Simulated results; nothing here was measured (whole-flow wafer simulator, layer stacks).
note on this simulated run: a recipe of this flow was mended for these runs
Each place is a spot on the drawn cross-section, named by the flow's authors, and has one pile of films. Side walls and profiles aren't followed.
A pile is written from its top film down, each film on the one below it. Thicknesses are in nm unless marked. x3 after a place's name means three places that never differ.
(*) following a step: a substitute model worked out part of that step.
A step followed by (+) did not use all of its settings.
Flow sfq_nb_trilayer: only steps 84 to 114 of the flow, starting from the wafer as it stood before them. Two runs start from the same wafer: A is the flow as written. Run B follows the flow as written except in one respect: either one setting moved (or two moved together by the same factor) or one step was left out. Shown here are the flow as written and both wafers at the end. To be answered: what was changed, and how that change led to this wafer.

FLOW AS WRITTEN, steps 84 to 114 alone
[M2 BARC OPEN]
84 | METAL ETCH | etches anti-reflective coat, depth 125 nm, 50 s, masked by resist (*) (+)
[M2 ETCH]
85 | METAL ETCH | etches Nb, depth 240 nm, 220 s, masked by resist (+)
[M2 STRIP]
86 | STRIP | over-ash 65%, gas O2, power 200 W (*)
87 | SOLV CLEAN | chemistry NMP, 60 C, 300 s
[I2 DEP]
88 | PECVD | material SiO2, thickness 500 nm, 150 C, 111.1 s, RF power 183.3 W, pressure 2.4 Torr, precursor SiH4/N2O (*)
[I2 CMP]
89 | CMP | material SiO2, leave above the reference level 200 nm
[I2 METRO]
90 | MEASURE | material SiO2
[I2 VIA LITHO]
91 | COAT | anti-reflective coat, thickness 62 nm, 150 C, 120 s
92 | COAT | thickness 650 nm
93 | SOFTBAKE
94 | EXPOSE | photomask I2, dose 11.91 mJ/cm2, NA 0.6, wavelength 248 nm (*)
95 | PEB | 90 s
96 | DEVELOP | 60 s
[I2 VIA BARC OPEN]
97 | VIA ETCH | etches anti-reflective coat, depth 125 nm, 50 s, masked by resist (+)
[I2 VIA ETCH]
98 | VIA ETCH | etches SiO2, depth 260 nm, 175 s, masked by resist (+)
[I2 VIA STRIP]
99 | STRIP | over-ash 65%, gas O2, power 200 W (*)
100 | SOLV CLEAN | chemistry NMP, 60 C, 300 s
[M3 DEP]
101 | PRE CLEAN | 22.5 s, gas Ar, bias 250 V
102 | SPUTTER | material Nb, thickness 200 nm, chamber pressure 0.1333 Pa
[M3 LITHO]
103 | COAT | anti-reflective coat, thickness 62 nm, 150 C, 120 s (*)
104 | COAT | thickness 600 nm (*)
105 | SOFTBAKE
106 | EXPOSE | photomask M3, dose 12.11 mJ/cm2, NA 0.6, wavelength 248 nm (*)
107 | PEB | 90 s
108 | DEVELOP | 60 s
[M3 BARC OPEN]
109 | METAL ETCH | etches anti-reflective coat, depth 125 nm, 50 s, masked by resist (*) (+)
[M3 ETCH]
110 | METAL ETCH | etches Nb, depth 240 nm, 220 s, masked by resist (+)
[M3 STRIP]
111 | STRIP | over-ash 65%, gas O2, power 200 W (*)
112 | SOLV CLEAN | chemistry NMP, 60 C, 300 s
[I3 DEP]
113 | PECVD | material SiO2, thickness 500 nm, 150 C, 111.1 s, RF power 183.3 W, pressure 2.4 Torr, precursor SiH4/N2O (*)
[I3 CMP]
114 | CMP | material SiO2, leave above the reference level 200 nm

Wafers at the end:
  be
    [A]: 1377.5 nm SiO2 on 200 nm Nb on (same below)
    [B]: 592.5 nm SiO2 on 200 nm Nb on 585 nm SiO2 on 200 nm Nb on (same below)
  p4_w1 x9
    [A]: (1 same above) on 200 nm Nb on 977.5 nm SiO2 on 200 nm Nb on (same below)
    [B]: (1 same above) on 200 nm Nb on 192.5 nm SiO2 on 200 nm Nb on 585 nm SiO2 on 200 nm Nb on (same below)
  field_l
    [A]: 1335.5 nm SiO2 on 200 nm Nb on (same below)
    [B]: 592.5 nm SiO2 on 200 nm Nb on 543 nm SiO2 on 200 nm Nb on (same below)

Cause: step 85, METAL ETCH: etches Nb, depth 240 nm, 220 s, masked by resist (+), was omitted.

The path from the change to this, step by step:
  86 | STRIP | over-ash 65%, gas O2, power 200 W (*)
      wl_j_sl x15: A -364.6 KrF-resist-other-grade (all of it), -62 anti-reflective coat (all of it) | B -505.8 KrF-resist-other-grade (all of it), -62 anti-reflective coat (all of it)
      v_sur: A -360.6 KrF-resist-other-grade (all of it), -64.8 anti-reflective coat (all of it) | B -501.8 KrF-resist-other-grade (all of it), -64.8 anti-reflective coat (all of it)
      (as well as at 6 more places)
  88 | PECVD | material SiO2, thickness 500 nm, 150 C, 111.1 s, RF power 183.3 W, pressure 2.4 Torr, precursor SiH4/N2O (*)
      field_l, be, be_sur and 81 more: A +500 SiO2 | B +500 SiO2 (new film)
  89 | CMP | material SiO2, leave above the reference level 200 nm
      field_l, be, be_sur and 81 more: A -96 SiO2 | B -300 SiO2
With metal films that touch counted as one body, be has 2 bodies (between them, from the top down: SiO2 585); the flow as written gives 1 body.
With metal films that touch counted as one body, p4_w1 x9 has 3 bodies (between them, from the top down: SiO2 192.5; SiO2 585); the flow as written gives 2 bodies (between them, from the top down: SiO2 977.5).
With metal films that touch counted as one body, field_l has 3 bodies (between them, from the top down: SiO2 543; SiO2 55); the flow as written gives 2 bodies (between them, from the top down: SiO2 55).
